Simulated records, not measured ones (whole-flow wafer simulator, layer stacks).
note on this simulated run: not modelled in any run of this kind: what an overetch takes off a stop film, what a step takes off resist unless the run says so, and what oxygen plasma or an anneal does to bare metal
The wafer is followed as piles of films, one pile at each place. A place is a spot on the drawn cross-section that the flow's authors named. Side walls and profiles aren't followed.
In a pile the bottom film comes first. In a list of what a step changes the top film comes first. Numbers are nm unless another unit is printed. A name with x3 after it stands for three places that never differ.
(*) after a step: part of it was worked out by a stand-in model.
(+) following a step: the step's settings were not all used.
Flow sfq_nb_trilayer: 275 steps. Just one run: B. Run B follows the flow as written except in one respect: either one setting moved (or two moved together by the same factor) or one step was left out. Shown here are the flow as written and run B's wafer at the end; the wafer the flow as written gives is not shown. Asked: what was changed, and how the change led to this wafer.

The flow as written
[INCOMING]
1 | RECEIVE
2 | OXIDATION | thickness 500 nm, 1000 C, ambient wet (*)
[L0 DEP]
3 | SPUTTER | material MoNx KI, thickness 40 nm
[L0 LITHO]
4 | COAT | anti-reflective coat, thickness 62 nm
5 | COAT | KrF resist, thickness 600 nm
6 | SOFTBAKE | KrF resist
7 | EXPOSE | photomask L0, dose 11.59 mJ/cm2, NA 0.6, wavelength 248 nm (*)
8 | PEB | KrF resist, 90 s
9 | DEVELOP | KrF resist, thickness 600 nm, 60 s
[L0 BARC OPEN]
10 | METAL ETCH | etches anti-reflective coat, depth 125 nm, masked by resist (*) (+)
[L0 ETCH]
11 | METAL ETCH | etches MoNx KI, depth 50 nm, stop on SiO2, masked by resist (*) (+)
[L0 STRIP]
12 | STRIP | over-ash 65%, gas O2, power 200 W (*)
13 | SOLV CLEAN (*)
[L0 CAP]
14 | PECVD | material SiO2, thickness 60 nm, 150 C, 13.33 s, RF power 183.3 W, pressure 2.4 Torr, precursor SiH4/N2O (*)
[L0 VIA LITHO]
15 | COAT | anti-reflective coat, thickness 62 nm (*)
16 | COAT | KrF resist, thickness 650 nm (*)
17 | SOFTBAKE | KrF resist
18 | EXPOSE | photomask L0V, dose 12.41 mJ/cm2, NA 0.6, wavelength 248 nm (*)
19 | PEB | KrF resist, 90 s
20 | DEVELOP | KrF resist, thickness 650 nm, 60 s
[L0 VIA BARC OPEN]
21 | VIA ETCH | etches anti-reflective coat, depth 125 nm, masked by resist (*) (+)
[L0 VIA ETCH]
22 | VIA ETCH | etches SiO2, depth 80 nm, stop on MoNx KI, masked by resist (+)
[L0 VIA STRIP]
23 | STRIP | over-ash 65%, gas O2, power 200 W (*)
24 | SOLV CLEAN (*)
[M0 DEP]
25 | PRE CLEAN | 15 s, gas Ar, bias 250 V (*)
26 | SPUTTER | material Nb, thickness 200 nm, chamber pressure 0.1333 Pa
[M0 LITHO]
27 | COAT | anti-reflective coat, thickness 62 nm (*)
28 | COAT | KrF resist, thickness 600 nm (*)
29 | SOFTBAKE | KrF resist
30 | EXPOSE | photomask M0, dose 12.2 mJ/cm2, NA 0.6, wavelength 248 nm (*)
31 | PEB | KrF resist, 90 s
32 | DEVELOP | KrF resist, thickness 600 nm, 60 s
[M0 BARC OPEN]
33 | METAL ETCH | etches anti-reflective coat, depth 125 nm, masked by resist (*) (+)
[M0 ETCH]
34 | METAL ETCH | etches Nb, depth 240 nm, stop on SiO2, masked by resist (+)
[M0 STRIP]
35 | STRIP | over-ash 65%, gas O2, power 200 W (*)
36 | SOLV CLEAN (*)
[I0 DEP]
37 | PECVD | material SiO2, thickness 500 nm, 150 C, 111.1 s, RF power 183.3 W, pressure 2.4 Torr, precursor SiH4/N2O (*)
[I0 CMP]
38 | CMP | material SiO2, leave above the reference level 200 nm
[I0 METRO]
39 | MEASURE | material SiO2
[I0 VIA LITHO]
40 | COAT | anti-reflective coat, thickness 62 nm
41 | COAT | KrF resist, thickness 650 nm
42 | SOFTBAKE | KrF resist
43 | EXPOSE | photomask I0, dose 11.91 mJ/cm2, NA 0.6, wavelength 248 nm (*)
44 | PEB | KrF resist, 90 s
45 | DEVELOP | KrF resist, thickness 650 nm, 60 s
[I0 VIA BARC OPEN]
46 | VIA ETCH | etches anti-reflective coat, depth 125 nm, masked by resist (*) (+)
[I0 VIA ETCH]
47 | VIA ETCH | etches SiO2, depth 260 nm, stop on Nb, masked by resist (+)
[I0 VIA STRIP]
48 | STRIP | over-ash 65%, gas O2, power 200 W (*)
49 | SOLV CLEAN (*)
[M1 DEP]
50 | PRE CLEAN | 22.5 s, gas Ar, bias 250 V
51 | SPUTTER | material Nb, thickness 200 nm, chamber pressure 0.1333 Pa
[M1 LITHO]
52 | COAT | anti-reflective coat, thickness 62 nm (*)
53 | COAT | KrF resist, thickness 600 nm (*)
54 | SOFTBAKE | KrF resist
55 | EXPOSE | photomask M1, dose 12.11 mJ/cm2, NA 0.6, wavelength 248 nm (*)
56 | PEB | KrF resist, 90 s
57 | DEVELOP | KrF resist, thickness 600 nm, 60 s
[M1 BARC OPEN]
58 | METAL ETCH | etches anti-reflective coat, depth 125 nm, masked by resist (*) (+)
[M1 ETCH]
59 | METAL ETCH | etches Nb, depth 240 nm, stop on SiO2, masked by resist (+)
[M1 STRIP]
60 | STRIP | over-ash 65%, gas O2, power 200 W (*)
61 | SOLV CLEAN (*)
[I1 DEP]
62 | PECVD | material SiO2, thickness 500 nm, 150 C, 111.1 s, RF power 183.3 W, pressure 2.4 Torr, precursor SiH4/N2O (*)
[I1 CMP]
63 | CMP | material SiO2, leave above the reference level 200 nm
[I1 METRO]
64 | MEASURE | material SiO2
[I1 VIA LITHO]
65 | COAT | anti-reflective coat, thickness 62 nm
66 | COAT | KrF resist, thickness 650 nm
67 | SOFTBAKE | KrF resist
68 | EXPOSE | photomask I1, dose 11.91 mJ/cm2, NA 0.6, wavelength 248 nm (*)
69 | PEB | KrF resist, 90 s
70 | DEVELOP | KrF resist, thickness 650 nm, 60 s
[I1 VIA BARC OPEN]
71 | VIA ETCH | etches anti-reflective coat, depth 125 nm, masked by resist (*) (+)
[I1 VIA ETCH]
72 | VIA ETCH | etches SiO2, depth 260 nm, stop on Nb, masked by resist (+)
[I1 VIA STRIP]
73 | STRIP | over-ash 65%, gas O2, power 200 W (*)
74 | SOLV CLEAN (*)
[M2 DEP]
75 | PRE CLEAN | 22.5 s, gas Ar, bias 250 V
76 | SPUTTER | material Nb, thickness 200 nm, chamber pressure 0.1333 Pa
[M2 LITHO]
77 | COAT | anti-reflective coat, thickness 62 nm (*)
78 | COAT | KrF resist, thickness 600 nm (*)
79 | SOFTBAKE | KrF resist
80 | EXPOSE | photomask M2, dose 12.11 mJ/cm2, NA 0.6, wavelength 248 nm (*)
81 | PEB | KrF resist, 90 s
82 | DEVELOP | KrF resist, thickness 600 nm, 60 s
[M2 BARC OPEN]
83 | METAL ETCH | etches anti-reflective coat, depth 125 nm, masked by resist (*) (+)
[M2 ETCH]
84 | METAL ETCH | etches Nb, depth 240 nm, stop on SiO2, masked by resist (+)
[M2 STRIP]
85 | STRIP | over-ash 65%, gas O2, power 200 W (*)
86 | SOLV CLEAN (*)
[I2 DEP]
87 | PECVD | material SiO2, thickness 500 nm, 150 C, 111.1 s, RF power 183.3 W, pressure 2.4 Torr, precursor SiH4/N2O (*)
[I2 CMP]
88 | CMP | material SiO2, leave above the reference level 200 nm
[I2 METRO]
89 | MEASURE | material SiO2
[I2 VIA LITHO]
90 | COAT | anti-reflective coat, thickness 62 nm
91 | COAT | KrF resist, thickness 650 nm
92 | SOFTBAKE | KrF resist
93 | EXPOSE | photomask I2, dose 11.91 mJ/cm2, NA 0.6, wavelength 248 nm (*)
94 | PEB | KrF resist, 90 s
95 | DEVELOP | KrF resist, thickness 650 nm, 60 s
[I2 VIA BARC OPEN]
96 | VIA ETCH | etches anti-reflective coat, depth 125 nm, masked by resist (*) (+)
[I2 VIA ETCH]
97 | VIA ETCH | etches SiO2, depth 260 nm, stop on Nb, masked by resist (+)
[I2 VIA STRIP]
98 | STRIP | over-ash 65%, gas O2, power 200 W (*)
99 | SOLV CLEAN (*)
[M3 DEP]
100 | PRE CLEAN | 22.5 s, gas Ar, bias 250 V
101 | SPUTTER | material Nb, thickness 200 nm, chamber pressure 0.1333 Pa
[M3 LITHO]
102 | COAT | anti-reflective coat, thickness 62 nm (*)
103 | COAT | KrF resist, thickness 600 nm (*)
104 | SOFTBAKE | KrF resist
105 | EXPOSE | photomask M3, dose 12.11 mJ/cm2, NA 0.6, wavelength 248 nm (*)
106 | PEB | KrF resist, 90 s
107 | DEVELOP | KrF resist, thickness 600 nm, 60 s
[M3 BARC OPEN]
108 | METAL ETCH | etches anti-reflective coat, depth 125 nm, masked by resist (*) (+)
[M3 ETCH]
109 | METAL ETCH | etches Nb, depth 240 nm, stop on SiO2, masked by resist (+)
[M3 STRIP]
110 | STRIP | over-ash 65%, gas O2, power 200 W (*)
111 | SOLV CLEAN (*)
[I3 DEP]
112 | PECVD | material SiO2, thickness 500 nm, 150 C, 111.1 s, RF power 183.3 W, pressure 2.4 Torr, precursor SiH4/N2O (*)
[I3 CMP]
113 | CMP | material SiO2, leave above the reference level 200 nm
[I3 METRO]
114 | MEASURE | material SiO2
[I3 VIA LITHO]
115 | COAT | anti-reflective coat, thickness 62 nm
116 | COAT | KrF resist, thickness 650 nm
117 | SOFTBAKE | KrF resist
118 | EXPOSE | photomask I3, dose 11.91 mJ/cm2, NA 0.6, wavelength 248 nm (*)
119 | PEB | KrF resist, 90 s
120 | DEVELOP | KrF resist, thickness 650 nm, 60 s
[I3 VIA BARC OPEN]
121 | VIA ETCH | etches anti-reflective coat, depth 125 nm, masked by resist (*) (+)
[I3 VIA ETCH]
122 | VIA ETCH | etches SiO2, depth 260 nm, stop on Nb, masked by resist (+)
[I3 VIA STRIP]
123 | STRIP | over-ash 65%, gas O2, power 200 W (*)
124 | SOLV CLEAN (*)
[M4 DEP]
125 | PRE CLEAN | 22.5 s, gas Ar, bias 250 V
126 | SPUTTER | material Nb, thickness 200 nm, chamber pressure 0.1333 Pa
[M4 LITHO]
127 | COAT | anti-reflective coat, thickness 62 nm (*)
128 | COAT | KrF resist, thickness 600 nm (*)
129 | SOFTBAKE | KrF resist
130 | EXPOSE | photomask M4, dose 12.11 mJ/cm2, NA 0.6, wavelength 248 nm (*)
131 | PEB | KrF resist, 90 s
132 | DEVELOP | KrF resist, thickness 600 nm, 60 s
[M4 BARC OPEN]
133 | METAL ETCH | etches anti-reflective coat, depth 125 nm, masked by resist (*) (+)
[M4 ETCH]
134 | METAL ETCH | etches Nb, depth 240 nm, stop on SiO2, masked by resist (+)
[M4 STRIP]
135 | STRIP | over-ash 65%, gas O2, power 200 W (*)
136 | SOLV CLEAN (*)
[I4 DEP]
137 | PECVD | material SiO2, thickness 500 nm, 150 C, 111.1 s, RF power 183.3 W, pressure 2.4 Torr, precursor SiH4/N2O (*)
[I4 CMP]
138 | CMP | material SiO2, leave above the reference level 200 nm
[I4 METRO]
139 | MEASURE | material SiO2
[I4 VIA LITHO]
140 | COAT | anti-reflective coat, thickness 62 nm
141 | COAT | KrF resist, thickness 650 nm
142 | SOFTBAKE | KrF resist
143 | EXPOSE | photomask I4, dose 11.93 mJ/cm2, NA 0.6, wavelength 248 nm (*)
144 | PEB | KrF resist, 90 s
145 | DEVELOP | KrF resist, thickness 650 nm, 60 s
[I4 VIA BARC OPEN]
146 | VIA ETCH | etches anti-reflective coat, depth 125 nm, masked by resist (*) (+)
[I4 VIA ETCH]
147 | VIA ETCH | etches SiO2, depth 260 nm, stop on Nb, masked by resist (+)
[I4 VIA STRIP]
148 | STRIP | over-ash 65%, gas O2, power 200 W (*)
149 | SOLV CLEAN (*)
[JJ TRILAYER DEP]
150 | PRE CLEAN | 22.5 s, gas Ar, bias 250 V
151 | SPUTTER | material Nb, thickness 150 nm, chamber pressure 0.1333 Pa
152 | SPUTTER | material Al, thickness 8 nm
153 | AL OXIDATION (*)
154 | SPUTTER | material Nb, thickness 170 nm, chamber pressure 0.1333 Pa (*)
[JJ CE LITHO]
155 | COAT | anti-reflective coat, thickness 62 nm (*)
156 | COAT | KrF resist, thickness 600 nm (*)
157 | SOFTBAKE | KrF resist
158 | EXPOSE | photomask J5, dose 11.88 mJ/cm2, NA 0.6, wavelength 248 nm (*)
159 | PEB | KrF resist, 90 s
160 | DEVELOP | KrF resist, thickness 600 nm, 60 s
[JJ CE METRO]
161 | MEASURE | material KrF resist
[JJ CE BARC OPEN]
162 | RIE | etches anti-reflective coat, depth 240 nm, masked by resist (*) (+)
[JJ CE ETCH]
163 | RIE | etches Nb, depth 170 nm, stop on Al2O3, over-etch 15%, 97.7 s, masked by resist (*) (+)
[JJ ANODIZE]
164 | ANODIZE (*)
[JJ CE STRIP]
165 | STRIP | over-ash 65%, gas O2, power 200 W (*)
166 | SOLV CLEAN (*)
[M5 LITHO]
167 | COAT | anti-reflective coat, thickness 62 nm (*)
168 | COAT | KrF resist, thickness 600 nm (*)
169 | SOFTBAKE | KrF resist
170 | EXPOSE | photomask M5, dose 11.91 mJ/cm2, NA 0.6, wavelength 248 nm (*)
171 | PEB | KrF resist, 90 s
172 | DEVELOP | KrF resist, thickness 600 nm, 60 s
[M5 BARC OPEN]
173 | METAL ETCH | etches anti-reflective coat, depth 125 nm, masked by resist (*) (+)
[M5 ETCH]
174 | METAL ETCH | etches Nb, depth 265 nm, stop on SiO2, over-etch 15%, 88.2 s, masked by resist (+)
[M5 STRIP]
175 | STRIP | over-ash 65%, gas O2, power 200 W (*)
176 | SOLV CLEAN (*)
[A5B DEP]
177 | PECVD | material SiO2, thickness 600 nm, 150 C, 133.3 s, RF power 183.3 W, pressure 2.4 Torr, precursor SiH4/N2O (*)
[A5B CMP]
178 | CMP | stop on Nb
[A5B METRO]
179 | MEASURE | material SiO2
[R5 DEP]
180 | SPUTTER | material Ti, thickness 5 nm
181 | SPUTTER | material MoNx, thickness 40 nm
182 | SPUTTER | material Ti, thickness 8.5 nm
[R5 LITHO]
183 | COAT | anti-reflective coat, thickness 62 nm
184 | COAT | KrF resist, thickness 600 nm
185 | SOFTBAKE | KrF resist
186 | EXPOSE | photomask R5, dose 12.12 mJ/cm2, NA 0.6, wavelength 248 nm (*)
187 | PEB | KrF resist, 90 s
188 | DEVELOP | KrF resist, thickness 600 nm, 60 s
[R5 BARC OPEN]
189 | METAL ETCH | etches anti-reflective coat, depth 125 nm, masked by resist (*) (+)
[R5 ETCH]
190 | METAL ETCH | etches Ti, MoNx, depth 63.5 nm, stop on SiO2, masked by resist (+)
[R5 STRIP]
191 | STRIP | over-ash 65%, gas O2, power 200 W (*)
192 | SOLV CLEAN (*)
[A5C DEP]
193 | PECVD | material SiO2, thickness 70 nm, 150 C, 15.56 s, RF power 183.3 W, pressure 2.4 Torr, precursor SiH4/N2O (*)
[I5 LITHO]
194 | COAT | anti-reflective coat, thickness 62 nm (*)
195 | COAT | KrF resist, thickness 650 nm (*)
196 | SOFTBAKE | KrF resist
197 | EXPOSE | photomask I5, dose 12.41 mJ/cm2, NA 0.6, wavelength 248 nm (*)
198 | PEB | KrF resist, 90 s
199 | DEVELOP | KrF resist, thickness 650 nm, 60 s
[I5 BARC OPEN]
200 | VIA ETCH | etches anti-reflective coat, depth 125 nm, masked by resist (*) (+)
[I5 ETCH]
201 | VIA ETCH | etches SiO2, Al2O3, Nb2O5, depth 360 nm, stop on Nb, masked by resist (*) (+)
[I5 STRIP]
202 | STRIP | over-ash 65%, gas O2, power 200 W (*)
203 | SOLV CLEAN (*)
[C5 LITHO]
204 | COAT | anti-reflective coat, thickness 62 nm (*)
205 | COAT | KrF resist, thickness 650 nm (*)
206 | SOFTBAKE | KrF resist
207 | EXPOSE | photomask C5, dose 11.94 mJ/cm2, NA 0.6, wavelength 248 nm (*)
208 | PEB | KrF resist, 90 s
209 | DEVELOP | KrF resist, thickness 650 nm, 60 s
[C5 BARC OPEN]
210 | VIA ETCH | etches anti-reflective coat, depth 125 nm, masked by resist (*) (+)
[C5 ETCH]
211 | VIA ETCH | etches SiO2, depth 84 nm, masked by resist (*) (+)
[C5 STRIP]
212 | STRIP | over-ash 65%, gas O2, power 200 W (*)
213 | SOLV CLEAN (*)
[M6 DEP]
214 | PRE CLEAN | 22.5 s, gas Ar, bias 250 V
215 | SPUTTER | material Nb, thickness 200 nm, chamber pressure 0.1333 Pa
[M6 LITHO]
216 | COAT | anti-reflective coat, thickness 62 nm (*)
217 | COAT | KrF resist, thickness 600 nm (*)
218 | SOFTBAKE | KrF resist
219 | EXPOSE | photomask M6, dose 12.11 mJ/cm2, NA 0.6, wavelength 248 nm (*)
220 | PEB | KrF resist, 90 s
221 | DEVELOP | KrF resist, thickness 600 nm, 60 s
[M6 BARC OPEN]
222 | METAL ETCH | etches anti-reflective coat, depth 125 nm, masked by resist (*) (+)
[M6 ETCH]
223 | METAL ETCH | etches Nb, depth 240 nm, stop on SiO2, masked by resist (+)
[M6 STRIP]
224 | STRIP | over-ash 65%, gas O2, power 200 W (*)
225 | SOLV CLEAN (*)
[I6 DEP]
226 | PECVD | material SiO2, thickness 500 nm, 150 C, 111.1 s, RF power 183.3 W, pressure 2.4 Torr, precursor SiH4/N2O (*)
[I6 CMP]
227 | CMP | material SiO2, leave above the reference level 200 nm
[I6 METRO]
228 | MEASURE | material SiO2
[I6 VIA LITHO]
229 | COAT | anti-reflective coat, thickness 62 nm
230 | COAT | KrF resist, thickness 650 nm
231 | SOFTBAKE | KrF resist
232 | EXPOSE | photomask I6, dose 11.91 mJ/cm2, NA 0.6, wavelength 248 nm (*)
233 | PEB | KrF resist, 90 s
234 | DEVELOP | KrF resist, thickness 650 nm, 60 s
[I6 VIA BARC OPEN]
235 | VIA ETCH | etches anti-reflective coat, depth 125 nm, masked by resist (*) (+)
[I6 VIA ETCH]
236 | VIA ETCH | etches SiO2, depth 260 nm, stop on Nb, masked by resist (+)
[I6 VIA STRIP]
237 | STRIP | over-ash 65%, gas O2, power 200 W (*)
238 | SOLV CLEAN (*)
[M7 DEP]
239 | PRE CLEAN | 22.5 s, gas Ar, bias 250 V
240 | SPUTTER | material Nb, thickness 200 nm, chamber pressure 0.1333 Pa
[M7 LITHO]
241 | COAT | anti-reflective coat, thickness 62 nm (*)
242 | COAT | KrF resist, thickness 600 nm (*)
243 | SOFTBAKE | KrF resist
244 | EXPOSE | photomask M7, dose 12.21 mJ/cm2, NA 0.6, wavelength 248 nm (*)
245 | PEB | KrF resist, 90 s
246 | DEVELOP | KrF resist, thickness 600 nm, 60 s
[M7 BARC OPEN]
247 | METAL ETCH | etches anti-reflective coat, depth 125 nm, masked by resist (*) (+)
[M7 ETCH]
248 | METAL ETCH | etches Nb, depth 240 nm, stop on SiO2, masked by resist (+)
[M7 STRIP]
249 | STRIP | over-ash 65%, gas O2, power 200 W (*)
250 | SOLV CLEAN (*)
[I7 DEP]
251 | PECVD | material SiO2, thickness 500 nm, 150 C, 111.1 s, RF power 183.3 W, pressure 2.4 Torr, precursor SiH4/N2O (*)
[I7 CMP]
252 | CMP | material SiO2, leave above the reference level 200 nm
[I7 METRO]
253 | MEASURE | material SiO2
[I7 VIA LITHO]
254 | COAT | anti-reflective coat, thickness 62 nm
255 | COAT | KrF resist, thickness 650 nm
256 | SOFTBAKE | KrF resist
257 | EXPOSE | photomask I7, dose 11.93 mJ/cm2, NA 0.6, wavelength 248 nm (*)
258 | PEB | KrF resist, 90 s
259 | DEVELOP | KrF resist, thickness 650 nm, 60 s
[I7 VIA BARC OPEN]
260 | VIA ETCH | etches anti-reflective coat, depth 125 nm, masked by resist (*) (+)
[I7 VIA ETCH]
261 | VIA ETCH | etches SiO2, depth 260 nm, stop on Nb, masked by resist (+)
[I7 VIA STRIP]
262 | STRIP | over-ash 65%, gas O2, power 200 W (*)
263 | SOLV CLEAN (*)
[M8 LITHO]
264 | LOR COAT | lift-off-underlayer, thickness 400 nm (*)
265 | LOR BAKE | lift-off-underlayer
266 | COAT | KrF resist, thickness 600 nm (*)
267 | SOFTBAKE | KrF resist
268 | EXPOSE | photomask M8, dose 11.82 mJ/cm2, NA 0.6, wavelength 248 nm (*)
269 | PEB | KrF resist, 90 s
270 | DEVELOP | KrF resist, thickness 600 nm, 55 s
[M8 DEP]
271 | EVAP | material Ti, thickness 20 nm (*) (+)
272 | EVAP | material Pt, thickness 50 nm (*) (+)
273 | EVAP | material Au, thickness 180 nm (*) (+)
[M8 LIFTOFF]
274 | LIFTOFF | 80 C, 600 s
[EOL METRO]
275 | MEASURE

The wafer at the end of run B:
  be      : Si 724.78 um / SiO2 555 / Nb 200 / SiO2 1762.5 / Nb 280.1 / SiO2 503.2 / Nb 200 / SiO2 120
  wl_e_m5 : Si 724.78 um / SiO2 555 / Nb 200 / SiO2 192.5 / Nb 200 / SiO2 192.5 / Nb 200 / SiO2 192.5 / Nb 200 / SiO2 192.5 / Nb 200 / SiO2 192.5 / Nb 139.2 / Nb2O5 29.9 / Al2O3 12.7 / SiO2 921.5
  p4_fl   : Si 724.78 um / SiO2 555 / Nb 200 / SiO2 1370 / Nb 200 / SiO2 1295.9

What caused this: step 252, CMP: leave above the reference level 120 nm was run, whereas the flow has leave above the reference level 200 nm.
The wafer itself shows it: be has SiO2 120, and step 252 as written asks for 200 nm.

The path from the change to this, step by step:
  252 | CMP | material SiO2, leave above the reference level 200 nm
      field_l, p4_fl, p4_fm and 56 more: -180 SiO2 (it would be, as written: -100 SiO2)
      v_sur, via_wl, via_w and 37 more: -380 SiO2 (it would be, as written: -300 SiO2)
      (also at 7 further places)
  261 | VIA ETCH | etches SiO2, depth 260 nm, stop on Nb, masked by resist (+)
      field_l, v_sur, via_sp and 100 more: -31 KrF resist (it would be, as written: -44.8 KrF resist)
      via_wl, via_w, via_wr: -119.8 SiO2 (all of it) (it would be, as written: -199.8 SiO2 (all of it))
  262 | STRIP | over-ash 65%, gas O2, power 200 W (*)
      field_l, v_sur, via_sp and 100 more: -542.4 KrF resist (all of it), -62 anti-reflective coat (all of it) (it would be, as written: -528.6 KrF resist (all of it), -62 anti-reflective coat (all of it))
  264 | LOR COAT | lift-off-underlayer, thickness 400 nm (*)
      via_wl, via_wr: +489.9 lift-off-underlayer (new film) (it would be, as written: +549.8 lift-off-underlayer (new film))
      v_sur: +381.7 lift-off-underlayer (new film) (it would be, as written: +369.4 lift-off-underlayer (new film))
      (also at 2 further places)
  266 | COAT | KrF resist, thickness 600 nm (*)
      via_w: +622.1 KrF resist (new film) (it would be, as written: +636.8 KrF resist (new film))
  270 | DEVELOP | KrF resist, thickness 600 nm, 55 s
      v_sur: -603.9 KrF resist (all of it), -381.7 lift-off-underlayer (all of it) (it would be, as written: -607.3 KrF resist (all of it), -369.4 lift-off-underlayer (all of it))
      via_wl: -613.8 KrF resist (all of it), -489.9 lift-off-underlayer (all of it) (it would be, as written: -623.9 KrF resist (all of it), -549.8 lift-off-underlayer (all of it))
      (also at 3 further places)
